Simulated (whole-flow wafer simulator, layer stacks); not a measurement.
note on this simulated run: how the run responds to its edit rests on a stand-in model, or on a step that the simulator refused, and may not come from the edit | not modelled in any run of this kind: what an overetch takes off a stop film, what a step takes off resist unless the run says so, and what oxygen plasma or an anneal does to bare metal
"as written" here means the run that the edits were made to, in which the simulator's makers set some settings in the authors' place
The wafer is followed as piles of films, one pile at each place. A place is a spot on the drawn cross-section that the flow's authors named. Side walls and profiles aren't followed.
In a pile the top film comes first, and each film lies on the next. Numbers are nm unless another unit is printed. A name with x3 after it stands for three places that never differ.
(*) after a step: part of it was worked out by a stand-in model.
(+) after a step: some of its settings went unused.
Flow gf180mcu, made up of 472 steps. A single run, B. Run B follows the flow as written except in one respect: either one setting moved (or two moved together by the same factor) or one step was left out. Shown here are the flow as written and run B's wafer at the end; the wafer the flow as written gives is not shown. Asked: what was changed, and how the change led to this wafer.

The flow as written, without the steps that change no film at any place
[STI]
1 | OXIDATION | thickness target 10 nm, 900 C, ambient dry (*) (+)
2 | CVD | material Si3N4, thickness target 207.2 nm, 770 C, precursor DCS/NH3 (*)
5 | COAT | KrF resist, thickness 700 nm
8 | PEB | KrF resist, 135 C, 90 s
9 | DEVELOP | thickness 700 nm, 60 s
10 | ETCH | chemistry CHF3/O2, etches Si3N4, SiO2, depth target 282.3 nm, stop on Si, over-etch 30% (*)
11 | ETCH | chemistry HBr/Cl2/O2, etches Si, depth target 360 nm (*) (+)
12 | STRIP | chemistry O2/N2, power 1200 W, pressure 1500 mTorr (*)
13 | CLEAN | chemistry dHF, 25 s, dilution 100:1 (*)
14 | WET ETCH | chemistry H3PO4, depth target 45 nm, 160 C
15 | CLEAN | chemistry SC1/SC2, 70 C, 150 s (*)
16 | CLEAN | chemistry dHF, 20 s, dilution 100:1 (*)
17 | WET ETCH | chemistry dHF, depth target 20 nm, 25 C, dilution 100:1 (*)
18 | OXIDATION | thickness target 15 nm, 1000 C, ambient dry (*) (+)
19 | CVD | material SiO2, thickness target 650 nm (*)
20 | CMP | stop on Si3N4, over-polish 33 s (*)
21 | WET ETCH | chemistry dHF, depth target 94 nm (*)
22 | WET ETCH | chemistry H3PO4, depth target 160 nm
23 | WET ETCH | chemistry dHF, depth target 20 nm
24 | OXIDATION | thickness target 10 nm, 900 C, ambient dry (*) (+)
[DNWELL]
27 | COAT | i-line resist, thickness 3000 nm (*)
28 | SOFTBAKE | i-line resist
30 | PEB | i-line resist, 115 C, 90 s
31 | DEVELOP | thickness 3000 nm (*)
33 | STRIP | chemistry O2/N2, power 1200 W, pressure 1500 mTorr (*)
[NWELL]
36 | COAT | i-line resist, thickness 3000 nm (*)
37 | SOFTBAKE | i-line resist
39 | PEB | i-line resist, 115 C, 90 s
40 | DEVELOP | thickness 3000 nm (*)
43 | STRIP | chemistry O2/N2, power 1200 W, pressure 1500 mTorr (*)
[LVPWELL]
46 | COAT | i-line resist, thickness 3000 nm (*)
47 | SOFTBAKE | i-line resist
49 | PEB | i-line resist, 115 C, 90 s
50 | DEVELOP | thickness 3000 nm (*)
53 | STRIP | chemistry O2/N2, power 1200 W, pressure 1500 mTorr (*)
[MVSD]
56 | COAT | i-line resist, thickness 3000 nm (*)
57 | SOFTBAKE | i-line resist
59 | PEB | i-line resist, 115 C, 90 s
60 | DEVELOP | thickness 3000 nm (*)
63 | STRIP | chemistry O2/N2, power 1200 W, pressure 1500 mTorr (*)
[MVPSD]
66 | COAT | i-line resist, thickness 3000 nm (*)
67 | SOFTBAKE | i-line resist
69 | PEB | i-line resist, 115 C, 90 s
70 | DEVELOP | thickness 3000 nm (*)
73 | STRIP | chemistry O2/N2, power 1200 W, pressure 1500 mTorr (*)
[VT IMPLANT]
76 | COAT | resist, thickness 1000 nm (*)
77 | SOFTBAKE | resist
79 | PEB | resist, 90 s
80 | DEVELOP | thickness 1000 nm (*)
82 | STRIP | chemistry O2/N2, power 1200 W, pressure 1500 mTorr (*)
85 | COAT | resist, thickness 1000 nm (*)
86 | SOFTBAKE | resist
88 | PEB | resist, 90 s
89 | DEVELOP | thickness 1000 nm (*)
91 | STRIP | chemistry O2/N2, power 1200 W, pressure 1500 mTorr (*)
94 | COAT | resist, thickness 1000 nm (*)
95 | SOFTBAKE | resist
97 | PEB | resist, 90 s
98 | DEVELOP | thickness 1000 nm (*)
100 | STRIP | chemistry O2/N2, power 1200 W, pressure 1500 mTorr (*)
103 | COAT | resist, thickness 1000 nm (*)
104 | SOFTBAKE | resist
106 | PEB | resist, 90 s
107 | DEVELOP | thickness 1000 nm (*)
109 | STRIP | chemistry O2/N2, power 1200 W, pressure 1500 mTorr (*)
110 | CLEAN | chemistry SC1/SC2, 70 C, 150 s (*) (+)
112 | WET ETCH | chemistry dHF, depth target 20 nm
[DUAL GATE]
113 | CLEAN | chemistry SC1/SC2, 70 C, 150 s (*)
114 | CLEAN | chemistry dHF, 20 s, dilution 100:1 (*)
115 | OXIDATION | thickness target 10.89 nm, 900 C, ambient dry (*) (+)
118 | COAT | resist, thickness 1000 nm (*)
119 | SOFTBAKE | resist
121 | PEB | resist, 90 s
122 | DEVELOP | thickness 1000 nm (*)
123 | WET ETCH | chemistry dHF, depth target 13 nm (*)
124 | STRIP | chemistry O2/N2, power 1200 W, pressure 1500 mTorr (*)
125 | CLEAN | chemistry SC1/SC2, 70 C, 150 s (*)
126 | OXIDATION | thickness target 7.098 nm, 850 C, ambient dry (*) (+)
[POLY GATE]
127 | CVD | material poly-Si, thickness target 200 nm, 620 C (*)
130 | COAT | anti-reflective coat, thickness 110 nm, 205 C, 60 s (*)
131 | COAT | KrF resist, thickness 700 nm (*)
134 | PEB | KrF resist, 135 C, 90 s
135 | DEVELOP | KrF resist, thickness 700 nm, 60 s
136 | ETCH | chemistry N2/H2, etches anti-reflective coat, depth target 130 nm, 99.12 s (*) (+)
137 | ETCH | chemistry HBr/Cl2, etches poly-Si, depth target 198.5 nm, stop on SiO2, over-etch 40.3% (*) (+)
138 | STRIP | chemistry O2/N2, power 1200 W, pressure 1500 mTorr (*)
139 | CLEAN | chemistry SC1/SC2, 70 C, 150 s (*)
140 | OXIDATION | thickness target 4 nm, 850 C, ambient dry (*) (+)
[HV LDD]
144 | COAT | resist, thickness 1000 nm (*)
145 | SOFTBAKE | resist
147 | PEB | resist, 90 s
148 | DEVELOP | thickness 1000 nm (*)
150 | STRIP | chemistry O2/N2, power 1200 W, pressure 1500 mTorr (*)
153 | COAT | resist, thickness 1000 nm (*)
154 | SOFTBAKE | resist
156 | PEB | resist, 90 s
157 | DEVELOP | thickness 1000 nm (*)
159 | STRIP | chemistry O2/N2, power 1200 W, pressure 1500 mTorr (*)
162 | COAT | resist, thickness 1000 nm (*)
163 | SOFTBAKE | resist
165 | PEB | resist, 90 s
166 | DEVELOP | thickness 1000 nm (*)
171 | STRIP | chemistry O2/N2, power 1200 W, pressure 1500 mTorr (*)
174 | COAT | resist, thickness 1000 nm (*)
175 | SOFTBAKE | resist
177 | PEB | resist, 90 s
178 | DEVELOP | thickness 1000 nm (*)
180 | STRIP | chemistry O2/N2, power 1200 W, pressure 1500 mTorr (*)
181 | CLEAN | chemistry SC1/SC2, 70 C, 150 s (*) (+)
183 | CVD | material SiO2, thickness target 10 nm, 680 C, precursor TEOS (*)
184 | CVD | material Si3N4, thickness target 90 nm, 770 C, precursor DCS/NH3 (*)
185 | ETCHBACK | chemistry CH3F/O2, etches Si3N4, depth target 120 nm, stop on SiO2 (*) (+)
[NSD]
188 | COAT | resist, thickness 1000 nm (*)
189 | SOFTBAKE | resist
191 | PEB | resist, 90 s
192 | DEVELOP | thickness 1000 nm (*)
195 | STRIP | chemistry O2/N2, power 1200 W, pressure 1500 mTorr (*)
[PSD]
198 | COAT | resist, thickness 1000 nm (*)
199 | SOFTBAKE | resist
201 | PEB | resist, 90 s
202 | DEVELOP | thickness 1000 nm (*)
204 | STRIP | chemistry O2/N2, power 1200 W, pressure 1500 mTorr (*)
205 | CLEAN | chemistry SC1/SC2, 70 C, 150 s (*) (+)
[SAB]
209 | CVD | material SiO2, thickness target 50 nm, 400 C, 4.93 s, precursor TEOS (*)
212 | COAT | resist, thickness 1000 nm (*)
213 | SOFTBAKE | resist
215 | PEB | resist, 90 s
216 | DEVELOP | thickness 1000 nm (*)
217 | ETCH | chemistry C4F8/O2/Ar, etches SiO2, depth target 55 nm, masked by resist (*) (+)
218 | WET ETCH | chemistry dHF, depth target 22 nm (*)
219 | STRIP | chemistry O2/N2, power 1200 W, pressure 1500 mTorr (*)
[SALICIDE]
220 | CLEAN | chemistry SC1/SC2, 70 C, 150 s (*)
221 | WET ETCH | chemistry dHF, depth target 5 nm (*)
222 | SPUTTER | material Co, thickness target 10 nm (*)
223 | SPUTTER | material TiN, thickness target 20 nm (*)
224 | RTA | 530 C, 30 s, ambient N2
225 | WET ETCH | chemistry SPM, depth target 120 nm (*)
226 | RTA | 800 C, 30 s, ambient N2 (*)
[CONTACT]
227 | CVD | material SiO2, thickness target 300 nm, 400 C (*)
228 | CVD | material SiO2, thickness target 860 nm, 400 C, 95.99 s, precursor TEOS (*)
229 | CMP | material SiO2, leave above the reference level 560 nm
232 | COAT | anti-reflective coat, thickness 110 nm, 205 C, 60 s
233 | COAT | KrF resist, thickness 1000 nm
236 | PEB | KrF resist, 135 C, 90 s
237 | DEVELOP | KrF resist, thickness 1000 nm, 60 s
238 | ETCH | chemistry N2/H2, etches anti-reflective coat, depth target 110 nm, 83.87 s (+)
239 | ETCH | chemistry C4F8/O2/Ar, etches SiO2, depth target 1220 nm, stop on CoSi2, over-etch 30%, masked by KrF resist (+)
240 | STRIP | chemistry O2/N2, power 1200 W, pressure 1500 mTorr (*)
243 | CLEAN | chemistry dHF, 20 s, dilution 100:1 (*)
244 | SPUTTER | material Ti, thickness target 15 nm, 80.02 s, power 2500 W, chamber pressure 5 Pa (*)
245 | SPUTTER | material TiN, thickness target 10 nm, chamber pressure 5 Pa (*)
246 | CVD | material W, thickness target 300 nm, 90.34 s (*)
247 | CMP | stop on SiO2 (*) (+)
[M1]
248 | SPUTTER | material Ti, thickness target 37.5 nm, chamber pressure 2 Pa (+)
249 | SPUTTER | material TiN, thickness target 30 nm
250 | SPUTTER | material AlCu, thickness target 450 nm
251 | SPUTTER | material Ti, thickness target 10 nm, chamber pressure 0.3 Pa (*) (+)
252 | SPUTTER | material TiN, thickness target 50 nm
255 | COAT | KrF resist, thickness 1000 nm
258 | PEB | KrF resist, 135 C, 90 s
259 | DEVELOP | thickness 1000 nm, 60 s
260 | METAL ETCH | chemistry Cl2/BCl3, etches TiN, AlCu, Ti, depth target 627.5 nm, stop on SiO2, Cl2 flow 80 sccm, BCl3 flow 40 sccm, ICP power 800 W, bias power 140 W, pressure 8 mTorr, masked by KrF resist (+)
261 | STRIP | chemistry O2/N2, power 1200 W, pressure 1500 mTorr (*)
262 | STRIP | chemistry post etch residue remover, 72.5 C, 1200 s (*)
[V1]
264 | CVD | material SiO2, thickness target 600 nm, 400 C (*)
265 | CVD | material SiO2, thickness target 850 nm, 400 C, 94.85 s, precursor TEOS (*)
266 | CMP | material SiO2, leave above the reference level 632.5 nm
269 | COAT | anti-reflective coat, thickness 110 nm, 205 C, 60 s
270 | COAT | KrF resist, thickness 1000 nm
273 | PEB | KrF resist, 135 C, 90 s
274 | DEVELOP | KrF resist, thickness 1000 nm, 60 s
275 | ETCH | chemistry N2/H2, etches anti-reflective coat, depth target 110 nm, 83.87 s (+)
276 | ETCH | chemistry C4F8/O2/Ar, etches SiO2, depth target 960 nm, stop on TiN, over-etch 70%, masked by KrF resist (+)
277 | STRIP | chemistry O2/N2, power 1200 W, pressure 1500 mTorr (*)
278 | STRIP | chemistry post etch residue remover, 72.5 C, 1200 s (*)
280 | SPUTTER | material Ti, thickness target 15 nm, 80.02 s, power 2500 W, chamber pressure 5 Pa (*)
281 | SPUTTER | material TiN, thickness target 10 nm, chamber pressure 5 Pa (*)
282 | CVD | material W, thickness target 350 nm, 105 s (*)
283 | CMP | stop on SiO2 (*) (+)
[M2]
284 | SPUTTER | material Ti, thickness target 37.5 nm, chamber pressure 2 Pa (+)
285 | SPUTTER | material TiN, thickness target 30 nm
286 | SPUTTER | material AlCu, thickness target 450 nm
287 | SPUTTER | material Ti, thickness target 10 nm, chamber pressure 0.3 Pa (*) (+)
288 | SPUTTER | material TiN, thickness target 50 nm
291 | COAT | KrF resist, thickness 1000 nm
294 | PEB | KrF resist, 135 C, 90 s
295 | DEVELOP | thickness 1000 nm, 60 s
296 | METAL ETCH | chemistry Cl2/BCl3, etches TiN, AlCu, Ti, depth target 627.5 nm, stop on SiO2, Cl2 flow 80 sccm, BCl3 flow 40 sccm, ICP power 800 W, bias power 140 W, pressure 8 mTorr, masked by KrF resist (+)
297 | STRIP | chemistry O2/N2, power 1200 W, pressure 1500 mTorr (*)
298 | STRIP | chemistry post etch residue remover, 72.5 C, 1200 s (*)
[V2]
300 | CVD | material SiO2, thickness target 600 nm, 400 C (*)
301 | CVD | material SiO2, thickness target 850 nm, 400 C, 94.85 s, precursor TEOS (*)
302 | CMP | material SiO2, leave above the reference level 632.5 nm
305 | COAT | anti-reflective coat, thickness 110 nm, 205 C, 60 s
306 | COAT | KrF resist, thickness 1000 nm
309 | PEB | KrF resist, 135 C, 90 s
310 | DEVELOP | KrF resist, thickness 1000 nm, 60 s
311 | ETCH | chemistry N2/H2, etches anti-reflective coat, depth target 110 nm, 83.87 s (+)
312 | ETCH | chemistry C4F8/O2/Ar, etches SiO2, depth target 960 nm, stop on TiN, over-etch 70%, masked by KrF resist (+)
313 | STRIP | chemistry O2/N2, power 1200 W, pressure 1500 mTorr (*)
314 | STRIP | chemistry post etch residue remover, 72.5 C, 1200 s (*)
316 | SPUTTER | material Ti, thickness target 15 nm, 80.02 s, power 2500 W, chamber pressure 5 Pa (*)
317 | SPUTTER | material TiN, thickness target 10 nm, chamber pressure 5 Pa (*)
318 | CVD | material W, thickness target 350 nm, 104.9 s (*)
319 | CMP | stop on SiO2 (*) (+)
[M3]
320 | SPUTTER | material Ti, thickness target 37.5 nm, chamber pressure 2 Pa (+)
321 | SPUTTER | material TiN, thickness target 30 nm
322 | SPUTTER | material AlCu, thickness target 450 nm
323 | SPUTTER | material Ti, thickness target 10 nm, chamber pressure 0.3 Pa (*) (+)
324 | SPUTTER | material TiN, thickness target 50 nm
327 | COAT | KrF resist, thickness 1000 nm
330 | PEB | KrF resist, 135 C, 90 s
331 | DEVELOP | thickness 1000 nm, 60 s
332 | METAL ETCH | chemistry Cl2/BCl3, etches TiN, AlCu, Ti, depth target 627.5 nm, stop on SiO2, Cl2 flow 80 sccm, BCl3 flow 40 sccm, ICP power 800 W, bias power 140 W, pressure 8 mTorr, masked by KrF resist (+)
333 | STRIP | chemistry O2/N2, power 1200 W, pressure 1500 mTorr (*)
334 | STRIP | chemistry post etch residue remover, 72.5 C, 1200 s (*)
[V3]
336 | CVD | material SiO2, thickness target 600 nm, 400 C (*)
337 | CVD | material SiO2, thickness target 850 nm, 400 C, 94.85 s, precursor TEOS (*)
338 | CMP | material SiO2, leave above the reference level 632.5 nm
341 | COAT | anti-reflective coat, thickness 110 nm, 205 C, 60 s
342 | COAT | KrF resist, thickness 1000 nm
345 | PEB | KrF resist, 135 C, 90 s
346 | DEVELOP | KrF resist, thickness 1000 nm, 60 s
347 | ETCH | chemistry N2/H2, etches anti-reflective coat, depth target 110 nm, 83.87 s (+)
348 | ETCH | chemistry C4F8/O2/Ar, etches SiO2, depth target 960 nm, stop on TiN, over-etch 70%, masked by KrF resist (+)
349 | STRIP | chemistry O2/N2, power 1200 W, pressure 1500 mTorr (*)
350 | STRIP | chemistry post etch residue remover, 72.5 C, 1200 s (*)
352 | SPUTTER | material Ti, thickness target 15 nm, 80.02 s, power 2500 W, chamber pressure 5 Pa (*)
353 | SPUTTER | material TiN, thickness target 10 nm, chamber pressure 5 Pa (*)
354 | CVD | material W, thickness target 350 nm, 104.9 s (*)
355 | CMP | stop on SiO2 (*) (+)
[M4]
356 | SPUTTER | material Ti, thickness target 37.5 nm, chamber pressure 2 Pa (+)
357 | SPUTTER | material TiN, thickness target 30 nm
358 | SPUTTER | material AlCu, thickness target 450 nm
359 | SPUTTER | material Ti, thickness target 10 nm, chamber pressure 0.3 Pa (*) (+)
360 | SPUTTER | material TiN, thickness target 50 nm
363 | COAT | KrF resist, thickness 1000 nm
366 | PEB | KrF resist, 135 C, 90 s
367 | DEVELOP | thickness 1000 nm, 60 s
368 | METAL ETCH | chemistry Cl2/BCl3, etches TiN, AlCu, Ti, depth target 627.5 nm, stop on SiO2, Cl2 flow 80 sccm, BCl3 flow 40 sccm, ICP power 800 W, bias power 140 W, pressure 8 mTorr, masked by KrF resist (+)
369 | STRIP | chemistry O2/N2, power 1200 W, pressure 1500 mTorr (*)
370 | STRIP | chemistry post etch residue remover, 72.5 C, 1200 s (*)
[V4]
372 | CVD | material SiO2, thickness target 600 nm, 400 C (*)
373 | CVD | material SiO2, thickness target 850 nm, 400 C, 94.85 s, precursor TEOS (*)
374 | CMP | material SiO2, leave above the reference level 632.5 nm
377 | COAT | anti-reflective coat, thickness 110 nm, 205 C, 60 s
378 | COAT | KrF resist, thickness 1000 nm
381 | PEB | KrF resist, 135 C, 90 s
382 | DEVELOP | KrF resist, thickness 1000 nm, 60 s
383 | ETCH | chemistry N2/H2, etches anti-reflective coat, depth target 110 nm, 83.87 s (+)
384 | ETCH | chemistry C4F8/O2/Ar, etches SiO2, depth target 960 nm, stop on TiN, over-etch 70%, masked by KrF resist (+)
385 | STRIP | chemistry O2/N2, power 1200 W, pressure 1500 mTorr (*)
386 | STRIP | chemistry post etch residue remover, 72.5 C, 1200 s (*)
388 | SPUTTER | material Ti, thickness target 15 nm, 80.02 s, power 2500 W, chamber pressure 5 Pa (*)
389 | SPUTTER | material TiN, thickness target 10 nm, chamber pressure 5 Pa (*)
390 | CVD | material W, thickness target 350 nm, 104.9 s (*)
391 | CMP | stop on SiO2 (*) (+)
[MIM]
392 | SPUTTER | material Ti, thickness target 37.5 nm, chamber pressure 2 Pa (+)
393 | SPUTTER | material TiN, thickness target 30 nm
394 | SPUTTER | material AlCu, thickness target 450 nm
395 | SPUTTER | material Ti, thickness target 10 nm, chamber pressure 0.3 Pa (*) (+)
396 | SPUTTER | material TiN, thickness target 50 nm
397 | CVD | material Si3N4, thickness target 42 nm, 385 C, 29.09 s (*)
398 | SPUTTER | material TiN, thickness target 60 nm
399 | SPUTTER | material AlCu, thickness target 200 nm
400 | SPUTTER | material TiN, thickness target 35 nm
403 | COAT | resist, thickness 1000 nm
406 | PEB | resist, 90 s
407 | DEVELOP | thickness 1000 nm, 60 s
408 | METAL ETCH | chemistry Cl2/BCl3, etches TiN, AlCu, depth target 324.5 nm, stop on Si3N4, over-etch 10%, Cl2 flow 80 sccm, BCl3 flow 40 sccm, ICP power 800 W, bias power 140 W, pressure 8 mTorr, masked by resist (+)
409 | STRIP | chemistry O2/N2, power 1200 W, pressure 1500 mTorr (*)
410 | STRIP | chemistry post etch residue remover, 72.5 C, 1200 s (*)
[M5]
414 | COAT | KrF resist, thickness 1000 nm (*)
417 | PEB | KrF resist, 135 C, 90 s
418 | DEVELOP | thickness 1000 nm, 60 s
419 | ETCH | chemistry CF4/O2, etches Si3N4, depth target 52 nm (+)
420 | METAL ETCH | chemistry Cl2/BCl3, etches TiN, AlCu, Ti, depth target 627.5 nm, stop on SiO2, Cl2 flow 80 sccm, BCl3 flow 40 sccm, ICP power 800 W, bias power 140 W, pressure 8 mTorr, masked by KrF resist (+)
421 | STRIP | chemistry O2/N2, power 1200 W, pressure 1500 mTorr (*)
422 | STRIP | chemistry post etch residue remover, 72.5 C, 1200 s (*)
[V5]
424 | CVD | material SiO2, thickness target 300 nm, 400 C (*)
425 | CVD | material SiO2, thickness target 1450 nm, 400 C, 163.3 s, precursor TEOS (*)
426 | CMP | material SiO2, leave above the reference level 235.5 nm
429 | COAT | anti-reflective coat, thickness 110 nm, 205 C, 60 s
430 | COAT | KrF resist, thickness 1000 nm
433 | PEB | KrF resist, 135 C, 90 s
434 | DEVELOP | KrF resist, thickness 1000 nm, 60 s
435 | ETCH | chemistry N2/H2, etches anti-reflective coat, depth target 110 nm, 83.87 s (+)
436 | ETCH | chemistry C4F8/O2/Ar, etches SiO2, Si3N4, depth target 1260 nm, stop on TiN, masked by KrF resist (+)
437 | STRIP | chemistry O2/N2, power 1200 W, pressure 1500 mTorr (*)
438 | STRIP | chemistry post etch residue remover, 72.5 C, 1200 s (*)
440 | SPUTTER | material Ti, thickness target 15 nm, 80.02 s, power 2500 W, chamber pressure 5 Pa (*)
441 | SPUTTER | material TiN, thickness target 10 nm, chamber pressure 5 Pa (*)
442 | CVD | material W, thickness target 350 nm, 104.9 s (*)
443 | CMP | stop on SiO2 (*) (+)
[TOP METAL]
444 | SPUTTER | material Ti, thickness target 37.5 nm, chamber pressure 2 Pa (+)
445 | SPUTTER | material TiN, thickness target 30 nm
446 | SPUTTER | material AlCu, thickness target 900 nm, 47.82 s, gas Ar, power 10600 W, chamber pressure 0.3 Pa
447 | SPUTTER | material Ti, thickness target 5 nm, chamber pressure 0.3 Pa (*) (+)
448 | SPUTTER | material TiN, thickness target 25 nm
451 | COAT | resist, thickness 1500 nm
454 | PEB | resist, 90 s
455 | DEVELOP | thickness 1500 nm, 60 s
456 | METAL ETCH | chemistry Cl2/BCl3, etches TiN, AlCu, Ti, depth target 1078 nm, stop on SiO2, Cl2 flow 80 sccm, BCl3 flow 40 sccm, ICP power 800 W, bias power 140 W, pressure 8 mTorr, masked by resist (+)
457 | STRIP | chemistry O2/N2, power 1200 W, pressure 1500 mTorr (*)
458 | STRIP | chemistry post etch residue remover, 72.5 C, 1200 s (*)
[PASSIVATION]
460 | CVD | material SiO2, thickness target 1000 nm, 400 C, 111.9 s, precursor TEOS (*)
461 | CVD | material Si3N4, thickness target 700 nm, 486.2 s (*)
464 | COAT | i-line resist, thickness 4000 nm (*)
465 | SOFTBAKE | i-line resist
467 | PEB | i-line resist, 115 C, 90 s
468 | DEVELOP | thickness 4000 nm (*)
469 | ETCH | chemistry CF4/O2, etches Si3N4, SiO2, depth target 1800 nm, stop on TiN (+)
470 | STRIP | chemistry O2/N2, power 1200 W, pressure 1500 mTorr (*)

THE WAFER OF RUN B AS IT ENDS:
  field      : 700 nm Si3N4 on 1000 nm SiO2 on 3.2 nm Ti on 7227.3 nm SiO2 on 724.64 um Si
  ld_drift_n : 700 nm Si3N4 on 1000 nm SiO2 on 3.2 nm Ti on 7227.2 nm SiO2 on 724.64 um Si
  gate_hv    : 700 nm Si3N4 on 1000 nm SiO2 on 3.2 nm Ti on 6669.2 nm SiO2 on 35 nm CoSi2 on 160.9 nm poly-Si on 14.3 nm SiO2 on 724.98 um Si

The reason: step 446, SPUTTER: thickness target 983.2 nm was run, while the flow as written has thickness target 900 nm.

How this came from the change, step by step:
  446 | SPUTTER | material AlCu, thickness target 900 nm, 47.82 s, gas Ar, power 10600 W, chamber pressure 0.3 Pa
      field, field__w1, field__w2 and 109 more: AlCu gains 983.2 (new film) (it would be, as written: AlCu gains 900 (new film))
  456 | METAL ETCH | chemistry Cl2/BCl3, etches TiN, AlCu, Ti, depth target 1078 nm, stop on SiO2, Cl2 flow 80 sccm, BCl3 flow 40 sccm, ICP power 800 W, bias power 140 W, pressure 8 mTorr, masked by resist (+)
      field, field__w1, field__w2 and 103 more: TiN loses 25 (all of it), Ti loses 5 (all of it), AlCu loses 983.2 (all of it), TiN loses 30 (all of it), Ti loses 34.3 (it would be, as written: TiN loses 25 (all of it), Ti loses 5 (all of it), AlCu loses 900 (all of it), TiN loses 30 (all of it), Ti loses 37.5 (all of it))
  460 | CVD | material SiO2, thickness target 1000 nm, 400 C, 111.9 s, precursor TEOS (*)
      field, field__w1, field__w2 and 103 more: SiO2 gains 1000 (new film) (it would be, as written: SiO2 gains 1000)
  464 | COAT | i-line resist, thickness 4000 nm (*)
      field__w8: i-line resist gains 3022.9 (new film) (it would be, as written: i-line resist gains 3093.1 (new film))
      contact: i-line resist gains 3063.6 (new film) (it would be, as written: i-line resist gains 3153.6 (new film))
      (as well as at 4 more places)
  465 | SOFTBAKE | i-line resist
      field__w5, field__w9: i-line resist gains 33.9 (it would be, as written: i-line resist gains 37.3)
      field__w11, field__w13: i-line resist gains 35.2 (it would be, as written: i-line resist gains 37.9)
      (as well as at 59 more places)
  467 | PEB | i-line resist, 115 C, 90 s
      field__w8, m1__w1: i-line resist loses 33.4 (it would be, as written: i-line resist loses 34.7)
      contact, m1: i-line resist loses 33.7 (it would be, as written: i-line resist loses 35.1)
      (as well as at 2 more places)
  468 | DEVELOP | thickness 4000 nm (*)
      pad: i-line resist loses 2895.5 (all of it) (it would be, as written: i-line resist loses 2974.8 (all of it))
  470 | STRIP | chemistry O2/N2, power 1200 W, pressure 1500 mTorr (*)
      field__w8, m1__w1: i-line resist loses 1710.6 (all of it) (it would be, as written: i-line resist loses 1787.7 (all of it))
      contact: i-line resist loses 1727.3 (all of it) (it would be, as written: i-line resist loses 1811.2 (all of it))
      (as well as at 2 more places)
Taking metal films that touch as one body, field has 1 body; the flow as written gives 0 bodies.
Taking metal films that touch as one body, ld_drift_n has 1 body; the flow as written gives 0 bodies.
Taking metal films that touch as one body, gate_hv has 2 bodies (between them, from the top down: SiO2 6669.2); the flow as written gives 1 body.
